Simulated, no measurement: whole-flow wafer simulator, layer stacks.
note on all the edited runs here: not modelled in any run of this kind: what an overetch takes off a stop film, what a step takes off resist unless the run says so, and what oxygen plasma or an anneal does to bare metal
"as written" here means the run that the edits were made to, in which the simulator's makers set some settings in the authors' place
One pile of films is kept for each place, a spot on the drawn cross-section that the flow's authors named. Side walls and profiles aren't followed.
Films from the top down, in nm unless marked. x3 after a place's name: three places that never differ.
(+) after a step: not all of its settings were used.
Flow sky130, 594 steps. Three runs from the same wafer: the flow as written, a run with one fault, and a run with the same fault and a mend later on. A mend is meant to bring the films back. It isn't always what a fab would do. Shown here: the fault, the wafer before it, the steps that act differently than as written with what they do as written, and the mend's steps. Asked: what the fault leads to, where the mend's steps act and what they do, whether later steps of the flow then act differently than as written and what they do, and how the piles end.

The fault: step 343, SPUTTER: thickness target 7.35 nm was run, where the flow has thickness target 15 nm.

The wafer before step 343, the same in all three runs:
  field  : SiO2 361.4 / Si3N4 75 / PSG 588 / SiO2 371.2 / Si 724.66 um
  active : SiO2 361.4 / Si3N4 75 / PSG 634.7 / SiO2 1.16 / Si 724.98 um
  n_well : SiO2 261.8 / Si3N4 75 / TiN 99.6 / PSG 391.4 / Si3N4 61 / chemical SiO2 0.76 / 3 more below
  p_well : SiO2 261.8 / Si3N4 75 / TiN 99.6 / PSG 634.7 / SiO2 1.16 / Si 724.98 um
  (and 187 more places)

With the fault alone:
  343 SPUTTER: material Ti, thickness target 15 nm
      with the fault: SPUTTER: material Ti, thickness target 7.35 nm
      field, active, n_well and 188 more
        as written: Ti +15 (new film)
        with the fault: Ti +7.35 (new film)
  Later steps of the flow that act differently than as written (18 more steps differ only slightly, by at most 2% or 0.5 nm, whichever is larger, and aren't shown):
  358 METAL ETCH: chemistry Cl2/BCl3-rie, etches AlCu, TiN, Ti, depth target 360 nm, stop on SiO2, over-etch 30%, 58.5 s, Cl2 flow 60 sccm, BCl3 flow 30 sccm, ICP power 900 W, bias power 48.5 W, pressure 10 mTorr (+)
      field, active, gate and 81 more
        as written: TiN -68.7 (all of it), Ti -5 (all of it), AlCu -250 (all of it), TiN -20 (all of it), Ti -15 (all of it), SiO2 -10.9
        with the fault: TiN -68.7 (all of it), Ti -5 (all of it), AlCu -250 (all of it), TiN -20 (all of it), Ti -7.35 (all of it), SiO2 -11.7
  At the end the piles differ from the flow's by more than 2% or 0.5 nm, whichever is larger, at n_well, p_well, gate_hv and 104 more.
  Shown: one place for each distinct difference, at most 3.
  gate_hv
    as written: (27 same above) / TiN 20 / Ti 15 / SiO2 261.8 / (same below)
    with the fault: (27 same above) / TiN 20 / Ti 7.35 / SiO2 261.8 / (same below)
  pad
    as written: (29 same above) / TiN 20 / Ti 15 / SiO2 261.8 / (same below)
    with the fault: (29 same above) / TiN 20 / Ti 7.35 / SiO2 261.8 / (same below)
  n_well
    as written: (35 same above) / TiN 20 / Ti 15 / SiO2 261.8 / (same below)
    with the fault: (35 same above) / TiN 20 / Ti 7.35 / SiO2 261.8 / (same below)

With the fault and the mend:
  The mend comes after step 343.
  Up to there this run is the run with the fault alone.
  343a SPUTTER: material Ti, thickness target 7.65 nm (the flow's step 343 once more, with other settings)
      field, active, n_well and 188 more
        Ti +7.65
  No later step of the flow acts differently than as written at any place that is followed.
  At the end the piles are the same as the flow's at every place that both follow.
